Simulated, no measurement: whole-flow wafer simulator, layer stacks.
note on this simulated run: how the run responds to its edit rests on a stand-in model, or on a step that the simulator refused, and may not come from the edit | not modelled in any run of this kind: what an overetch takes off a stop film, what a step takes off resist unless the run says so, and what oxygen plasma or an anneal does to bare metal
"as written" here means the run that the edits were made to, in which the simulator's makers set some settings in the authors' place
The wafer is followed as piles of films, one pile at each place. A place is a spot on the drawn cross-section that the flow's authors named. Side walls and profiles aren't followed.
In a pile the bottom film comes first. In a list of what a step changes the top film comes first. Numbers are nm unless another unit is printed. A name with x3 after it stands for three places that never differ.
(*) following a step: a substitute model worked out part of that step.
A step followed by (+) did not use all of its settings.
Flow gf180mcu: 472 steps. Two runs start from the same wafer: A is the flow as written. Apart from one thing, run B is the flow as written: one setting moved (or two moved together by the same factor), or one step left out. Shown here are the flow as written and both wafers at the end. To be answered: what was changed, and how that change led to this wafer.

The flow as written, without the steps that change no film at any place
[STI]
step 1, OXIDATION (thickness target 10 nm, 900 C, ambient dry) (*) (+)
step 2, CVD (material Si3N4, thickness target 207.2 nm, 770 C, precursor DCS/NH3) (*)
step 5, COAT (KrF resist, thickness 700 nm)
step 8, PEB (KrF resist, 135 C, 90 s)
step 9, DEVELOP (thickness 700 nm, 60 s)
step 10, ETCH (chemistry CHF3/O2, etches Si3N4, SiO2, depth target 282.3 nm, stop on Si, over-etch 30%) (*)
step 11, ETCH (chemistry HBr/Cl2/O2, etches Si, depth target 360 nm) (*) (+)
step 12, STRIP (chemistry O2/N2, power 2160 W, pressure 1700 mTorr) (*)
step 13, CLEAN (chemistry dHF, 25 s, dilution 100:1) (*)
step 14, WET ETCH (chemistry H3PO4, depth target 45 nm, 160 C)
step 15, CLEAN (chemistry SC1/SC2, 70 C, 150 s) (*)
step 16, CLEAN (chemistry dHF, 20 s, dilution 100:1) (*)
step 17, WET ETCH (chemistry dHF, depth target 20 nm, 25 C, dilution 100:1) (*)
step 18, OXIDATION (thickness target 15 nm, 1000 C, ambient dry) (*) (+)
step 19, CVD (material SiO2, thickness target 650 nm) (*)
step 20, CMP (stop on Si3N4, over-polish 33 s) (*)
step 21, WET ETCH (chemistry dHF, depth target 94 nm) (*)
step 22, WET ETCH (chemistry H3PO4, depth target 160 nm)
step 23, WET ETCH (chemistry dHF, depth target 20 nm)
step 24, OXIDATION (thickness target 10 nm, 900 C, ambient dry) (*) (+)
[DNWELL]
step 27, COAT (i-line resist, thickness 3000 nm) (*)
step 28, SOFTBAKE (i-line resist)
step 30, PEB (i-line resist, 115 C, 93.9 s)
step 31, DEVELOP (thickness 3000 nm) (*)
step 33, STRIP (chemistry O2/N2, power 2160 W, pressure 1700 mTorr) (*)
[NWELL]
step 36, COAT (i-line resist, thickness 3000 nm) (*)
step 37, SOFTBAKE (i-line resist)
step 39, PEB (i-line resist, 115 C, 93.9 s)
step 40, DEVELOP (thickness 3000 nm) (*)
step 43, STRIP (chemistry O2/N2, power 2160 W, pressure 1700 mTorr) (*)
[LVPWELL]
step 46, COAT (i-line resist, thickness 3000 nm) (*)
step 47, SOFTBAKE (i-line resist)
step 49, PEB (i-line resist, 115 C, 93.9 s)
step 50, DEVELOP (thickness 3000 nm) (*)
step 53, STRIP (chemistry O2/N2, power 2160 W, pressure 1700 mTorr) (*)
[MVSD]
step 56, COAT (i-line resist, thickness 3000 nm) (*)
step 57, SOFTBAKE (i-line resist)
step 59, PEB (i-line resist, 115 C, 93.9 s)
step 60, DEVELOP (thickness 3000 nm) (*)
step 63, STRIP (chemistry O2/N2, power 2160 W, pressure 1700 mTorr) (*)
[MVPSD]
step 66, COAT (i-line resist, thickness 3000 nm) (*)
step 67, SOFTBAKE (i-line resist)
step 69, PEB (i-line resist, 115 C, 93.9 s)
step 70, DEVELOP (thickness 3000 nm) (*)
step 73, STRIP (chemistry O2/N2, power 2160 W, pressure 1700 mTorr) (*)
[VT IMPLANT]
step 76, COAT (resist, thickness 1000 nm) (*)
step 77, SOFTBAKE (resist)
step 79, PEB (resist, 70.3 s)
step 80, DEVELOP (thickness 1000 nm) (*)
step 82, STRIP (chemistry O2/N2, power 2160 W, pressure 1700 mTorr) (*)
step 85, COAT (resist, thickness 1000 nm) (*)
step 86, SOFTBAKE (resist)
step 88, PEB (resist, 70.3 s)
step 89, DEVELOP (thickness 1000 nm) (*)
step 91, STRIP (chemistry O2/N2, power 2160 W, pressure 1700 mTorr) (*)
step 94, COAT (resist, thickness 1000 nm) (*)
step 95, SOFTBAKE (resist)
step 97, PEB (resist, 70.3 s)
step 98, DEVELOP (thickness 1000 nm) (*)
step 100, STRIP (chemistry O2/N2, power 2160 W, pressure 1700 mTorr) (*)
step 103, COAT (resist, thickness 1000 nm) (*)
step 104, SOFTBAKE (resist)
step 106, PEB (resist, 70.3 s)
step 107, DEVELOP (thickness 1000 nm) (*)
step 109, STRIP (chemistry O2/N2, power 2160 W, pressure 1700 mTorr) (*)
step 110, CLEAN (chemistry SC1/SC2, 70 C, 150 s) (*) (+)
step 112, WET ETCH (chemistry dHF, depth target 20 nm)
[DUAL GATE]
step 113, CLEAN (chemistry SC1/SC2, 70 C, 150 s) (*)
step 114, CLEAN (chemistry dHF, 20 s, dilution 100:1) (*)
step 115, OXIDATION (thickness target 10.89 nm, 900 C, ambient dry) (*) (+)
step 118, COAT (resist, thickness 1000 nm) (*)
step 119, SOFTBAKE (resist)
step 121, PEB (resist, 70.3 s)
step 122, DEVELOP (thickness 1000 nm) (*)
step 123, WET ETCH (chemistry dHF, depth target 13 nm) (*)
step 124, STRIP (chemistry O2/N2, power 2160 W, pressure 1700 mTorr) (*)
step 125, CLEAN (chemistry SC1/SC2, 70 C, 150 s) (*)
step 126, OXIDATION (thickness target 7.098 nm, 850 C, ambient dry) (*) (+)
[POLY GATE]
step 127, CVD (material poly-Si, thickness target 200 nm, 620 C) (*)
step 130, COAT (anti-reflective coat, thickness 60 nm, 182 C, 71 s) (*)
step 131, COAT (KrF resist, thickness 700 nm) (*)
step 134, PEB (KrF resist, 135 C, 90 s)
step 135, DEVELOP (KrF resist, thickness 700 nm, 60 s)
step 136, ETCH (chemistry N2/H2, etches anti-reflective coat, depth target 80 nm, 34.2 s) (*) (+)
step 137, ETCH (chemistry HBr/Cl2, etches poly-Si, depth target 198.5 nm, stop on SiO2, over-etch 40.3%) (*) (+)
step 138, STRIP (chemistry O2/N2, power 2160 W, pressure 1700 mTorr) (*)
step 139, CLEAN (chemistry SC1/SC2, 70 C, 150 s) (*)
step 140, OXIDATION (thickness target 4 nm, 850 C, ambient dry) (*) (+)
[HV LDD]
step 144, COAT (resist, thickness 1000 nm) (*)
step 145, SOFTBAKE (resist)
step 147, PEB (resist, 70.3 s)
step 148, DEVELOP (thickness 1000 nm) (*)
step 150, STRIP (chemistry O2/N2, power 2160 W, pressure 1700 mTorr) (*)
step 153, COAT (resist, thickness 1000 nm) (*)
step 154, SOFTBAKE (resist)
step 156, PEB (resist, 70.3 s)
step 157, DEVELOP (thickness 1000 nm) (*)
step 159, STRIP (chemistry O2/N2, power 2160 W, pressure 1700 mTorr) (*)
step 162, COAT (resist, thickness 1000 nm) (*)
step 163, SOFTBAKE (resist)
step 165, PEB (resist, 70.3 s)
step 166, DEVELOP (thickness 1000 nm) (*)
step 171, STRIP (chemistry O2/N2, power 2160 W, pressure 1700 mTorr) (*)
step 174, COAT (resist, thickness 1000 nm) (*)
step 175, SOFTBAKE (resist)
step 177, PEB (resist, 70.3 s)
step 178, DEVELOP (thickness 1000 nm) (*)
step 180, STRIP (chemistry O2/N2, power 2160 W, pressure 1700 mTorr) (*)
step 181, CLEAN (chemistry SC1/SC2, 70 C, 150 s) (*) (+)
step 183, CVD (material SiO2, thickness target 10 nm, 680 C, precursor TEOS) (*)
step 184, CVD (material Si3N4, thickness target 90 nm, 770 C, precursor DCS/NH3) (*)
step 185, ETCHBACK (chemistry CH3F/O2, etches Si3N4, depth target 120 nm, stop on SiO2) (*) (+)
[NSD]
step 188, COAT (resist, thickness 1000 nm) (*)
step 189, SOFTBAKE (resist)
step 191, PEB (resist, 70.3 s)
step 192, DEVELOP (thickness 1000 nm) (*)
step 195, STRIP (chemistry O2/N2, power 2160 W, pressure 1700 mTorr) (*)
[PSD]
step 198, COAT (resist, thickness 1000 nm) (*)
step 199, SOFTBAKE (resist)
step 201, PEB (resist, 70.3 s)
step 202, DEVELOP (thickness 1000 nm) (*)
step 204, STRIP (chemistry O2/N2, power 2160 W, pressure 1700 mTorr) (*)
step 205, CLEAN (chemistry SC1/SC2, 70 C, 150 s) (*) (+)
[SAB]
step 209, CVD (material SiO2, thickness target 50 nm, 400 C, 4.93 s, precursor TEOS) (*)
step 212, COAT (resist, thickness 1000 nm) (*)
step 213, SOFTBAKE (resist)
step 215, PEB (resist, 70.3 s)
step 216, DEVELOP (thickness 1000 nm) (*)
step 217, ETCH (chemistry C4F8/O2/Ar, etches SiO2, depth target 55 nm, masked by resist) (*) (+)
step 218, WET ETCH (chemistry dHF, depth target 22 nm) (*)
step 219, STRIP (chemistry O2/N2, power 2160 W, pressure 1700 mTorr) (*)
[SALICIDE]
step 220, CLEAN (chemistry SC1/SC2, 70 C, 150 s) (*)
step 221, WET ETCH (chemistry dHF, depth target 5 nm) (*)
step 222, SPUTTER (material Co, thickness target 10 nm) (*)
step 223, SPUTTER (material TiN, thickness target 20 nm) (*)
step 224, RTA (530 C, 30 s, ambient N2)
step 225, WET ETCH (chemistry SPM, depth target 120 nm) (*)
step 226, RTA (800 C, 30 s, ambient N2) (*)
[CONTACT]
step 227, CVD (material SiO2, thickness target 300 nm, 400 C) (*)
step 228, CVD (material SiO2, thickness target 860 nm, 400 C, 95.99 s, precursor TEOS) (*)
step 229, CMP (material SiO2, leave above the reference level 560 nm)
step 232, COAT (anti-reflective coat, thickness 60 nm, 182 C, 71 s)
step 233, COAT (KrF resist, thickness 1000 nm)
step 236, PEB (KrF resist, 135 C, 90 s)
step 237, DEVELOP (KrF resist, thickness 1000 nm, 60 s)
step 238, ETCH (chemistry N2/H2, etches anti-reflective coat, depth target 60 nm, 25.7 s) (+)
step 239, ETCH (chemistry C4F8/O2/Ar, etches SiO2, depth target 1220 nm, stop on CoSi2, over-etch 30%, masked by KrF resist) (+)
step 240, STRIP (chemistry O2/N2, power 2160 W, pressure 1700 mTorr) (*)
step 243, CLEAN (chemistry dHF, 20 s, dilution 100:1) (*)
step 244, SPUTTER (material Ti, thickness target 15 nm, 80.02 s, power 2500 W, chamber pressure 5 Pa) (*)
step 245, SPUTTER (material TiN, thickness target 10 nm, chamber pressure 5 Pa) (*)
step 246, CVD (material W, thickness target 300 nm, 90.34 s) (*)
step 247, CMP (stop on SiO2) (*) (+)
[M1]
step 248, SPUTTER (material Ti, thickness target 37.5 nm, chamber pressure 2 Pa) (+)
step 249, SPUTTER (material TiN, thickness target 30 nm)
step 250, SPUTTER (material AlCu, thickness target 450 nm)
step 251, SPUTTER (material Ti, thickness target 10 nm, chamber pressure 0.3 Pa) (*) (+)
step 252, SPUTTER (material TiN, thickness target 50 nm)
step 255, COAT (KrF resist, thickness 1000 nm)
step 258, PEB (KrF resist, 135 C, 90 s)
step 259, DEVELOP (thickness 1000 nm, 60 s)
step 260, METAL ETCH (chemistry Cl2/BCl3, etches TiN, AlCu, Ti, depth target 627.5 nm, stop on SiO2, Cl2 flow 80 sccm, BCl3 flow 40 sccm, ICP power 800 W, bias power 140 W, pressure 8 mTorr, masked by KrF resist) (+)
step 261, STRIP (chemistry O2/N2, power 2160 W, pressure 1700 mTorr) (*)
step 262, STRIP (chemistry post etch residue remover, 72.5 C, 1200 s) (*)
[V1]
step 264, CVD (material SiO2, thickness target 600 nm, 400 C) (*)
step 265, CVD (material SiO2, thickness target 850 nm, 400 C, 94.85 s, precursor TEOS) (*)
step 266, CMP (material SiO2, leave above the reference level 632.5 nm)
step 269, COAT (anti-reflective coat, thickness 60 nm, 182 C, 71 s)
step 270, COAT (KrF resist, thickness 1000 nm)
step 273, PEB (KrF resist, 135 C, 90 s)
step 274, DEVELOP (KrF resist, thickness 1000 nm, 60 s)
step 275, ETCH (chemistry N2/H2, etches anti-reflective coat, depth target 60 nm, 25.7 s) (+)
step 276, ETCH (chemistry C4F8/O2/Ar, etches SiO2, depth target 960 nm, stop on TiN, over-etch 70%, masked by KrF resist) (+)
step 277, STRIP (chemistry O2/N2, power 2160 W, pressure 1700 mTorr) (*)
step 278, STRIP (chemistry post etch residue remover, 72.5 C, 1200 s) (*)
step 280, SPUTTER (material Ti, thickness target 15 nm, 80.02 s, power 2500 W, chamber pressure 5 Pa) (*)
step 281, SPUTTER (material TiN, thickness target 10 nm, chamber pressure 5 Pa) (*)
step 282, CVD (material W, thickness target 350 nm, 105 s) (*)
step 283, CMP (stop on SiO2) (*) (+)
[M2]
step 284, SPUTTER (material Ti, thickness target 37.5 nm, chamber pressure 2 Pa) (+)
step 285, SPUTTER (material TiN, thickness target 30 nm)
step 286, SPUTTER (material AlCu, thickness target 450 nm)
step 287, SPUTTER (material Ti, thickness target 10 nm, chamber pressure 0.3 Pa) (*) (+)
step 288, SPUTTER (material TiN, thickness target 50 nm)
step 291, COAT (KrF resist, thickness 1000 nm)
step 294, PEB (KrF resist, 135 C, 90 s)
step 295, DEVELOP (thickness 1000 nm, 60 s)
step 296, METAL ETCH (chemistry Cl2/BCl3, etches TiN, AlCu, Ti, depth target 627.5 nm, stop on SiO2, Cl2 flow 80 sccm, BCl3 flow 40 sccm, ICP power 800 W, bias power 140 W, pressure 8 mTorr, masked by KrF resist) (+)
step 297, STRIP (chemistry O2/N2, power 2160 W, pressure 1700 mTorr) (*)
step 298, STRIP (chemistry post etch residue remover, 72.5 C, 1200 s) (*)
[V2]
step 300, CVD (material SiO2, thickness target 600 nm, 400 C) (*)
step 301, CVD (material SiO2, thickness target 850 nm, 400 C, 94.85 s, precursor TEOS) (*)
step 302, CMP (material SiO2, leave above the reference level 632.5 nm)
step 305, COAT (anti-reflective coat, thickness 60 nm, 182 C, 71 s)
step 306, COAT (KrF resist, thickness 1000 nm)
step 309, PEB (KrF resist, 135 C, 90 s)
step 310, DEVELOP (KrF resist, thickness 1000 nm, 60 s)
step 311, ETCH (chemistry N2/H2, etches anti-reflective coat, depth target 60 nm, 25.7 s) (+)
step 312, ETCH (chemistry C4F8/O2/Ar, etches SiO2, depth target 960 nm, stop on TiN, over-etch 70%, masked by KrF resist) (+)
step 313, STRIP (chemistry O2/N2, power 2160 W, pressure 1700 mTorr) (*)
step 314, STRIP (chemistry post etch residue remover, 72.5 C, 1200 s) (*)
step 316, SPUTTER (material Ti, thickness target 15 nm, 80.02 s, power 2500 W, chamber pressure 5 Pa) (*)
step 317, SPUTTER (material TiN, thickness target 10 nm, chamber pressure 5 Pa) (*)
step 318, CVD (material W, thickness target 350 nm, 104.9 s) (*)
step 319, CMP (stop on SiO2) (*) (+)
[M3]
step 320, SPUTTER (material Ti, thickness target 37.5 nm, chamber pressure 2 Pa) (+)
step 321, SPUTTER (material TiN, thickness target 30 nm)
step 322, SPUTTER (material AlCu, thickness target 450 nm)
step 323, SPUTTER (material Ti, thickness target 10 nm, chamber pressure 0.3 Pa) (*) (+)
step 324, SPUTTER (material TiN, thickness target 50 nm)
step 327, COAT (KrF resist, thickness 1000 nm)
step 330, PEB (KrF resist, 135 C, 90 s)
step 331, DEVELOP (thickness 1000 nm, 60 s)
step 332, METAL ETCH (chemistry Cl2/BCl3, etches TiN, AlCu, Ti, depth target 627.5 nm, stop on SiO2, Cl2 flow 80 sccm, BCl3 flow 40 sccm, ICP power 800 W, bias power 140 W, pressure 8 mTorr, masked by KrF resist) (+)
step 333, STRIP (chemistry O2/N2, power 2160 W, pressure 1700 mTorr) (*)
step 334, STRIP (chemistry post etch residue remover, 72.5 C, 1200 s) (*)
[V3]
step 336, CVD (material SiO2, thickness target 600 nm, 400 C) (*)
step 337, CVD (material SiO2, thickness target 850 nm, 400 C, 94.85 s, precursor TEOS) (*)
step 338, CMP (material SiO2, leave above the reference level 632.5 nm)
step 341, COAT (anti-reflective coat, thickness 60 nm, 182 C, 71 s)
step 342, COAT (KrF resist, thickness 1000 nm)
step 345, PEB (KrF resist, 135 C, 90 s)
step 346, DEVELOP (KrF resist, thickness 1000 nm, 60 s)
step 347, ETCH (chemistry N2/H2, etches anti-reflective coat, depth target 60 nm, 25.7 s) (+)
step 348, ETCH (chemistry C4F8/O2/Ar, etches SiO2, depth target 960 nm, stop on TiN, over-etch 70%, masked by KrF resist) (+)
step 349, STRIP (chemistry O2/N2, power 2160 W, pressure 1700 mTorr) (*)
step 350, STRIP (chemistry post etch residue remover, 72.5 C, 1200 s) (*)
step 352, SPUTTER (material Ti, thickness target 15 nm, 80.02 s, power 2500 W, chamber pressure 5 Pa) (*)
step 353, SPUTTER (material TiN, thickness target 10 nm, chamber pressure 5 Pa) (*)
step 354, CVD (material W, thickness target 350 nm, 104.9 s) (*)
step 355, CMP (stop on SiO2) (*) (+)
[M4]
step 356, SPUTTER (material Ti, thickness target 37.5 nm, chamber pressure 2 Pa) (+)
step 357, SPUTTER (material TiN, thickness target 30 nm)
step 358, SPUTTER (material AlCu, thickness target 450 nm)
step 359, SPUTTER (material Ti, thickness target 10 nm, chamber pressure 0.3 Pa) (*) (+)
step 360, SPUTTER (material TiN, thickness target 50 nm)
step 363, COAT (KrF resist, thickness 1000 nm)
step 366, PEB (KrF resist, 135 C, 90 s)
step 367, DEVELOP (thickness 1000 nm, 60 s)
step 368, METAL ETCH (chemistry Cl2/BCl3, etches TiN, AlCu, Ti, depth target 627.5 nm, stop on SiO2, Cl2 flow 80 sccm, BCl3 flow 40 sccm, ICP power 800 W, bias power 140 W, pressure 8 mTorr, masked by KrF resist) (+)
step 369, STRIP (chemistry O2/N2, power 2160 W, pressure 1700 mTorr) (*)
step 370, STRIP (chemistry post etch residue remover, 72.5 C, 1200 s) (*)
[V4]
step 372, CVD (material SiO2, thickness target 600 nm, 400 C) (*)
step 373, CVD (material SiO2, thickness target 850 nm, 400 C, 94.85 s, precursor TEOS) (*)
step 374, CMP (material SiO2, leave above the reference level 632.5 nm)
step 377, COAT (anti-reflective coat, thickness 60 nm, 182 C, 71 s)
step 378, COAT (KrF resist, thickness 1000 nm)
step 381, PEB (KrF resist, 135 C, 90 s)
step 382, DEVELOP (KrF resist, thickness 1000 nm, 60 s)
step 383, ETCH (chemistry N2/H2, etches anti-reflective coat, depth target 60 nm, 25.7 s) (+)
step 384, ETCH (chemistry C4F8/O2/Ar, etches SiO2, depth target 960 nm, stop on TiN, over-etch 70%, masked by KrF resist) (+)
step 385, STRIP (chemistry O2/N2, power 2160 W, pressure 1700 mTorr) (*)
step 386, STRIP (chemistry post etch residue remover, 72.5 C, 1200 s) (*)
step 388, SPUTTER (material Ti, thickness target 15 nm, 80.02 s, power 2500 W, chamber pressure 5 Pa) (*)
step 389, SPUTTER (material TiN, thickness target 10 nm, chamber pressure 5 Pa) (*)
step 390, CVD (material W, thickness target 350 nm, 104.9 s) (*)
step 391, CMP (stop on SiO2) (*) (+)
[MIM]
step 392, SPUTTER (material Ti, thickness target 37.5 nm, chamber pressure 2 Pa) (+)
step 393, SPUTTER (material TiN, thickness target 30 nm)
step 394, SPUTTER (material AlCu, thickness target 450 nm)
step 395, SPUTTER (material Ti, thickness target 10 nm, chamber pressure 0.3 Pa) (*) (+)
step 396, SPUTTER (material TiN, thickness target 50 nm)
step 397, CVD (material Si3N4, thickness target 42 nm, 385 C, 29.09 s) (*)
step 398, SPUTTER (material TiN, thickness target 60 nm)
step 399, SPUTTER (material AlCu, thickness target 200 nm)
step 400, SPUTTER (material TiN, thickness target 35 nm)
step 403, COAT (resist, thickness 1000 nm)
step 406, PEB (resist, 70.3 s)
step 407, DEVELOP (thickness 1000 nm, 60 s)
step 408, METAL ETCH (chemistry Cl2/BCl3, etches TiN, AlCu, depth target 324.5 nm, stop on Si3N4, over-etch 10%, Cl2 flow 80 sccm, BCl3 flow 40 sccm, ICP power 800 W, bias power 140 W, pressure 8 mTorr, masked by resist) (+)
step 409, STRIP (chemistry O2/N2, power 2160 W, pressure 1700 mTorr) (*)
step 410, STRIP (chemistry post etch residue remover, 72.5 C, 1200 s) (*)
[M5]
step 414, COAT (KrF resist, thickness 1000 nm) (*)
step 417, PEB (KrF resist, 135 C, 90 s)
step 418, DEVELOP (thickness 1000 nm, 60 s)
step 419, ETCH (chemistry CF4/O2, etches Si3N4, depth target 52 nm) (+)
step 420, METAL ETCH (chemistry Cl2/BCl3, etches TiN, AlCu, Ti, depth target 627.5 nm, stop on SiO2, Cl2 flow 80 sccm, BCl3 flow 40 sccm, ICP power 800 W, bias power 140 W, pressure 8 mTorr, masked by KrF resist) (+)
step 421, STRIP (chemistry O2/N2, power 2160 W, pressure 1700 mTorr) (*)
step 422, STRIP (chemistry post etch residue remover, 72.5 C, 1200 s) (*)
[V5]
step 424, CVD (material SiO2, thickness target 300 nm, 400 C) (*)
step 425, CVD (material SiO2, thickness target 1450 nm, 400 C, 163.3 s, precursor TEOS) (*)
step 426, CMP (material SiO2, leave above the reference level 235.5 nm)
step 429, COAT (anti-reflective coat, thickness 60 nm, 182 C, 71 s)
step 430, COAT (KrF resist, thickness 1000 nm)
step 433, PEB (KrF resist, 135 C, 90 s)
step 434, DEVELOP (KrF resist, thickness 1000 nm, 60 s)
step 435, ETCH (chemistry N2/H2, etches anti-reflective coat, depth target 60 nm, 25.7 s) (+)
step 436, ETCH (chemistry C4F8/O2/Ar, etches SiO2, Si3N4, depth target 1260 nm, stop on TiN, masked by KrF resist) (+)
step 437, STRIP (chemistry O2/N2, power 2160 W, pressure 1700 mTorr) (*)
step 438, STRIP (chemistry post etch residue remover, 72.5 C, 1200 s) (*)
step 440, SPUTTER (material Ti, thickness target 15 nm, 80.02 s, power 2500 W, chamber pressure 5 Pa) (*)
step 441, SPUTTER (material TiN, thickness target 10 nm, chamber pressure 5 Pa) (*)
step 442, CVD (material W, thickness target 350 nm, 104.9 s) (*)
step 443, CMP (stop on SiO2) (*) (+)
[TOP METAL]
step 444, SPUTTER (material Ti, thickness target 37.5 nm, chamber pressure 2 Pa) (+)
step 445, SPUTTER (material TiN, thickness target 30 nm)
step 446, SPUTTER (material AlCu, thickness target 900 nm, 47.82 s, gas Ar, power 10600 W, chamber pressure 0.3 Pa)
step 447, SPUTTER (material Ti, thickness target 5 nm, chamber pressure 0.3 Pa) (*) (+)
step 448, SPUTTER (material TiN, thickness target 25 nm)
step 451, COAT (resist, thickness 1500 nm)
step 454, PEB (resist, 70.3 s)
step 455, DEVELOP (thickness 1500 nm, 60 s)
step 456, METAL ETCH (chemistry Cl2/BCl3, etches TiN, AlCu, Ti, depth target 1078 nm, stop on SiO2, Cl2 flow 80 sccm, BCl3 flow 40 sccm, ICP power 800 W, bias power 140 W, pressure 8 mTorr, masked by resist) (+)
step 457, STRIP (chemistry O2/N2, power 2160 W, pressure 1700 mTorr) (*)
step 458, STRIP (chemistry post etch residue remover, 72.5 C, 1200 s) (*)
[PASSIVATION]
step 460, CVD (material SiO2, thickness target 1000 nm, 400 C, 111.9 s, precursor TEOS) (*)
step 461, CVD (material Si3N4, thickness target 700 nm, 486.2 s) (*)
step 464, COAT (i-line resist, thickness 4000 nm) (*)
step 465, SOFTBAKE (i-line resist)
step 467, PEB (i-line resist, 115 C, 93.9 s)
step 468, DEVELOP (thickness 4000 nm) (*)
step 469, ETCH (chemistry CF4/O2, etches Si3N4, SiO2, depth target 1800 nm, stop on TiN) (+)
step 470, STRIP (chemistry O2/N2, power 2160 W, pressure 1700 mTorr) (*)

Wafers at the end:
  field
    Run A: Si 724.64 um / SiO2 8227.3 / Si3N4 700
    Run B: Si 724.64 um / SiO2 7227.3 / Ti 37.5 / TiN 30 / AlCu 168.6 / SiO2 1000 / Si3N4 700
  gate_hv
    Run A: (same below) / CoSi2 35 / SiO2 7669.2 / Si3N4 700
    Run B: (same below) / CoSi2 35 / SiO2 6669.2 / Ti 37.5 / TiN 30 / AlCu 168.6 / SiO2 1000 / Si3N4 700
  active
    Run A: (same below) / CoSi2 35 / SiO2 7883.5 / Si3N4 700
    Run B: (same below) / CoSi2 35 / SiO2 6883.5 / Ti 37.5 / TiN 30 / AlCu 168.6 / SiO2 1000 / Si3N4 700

The reason: step 446, SPUTTER: 64.56 s was run, while the flow as written has 47.82 s.

How this came from the change, step by step:
  step 446, SPUTTER (material AlCu, thickness target 900 nm, 47.82 s, gas Ar, power 10600 W, chamber pressure 0.3 Pa)
      field, field__w1, field__w2 and 109 more: A +900 AlCu (new film) | B +1221.8 AlCu (new film)
  step 456, METAL ETCH (chemistry Cl2/BCl3, etches TiN, AlCu, Ti, depth target 1078 nm, stop on SiO2, Cl2 flow 80 sccm, BCl3 flow 40 sccm, ICP power 800 W, bias power 140 W, pressure 8 mTorr, masked by resist) (+)
      field, field__w1, field__w2 and 103 more: A -25 TiN (all of it), -5 Ti (all of it), -900 AlCu (all of it), -30 TiN (all of it), -37.5 Ti (all of it) | B -25 TiN (all of it), -5 Ti (all of it), -1047.5 AlCu
  step 458, STRIP (chemistry post etch residue remover, 72.5 C, 1200 s) (*)
      field, field__w1, field__w2 and 103 more: A nothing | B -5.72 AlCu
  step 460, CVD (material SiO2, thickness target 1000 nm, 400 C, 111.9 s, precursor TEOS) (*)
      field, field__w1, field__w2 and 103 more: A +1000 SiO2 | B +1000 SiO2 (new film)
  step 464, COAT (i-line resist, thickness 4000 nm) (*)
      field__w8: A +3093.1 i-line resist (new film) | B +3018.1 i-line resist (new film)
      contact: A +3153.6 i-line resist (new film) | B +3059.2 i-line resist (new film)
      (as well as at 4 more places)
  step 465, SOFTBAKE (i-line resist)
      ld_acc_p, ld_fp_p, ld_drift_p: A +33.8 i-line resist | B +30.6 i-line resist
      field__w1: A -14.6 i-line resist | B -16 i-line resist
      (as well as at 56 more places)
  step 467, PEB (i-line resist, 115 C, 93.9 s)
      field__w8, m1__w1: A -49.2 i-line resist | B -47.6 i-line resist
      contact, m1: A -49.6 i-line resist | B -47.9 i-line resist
      (as well as at 2 more places)
  step 468, DEVELOP (thickness 4000 nm) (*)
      pad: A -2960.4 i-line resist (all of it) | B -2875.7 i-line resist (all of it)
  step 470, STRIP (chemistry O2/N2, power 2160 W, pressure 1700 mTorr) (*)
      field__w8: A -1775.9 i-line resist (all of it) | B -1694 i-line resist (all of it)
      contact: A -1798.3 i-line resist (all of it) | B -1709.2 i-line resist (all of it)
      (as well as at 3 more places)
Taking metal films that touch as one body, field has 1 body; the flow as written gives 0 bodies.
Taking metal films that touch as one body, gate_hv has 2 bodies (between them, from the top down: SiO2 6669.2); the flow as written gives 1 body.
Taking metal films that touch as one body, active has 2 bodies (between them, from the top down: SiO2 6883.5); the flow as written gives 1 body.
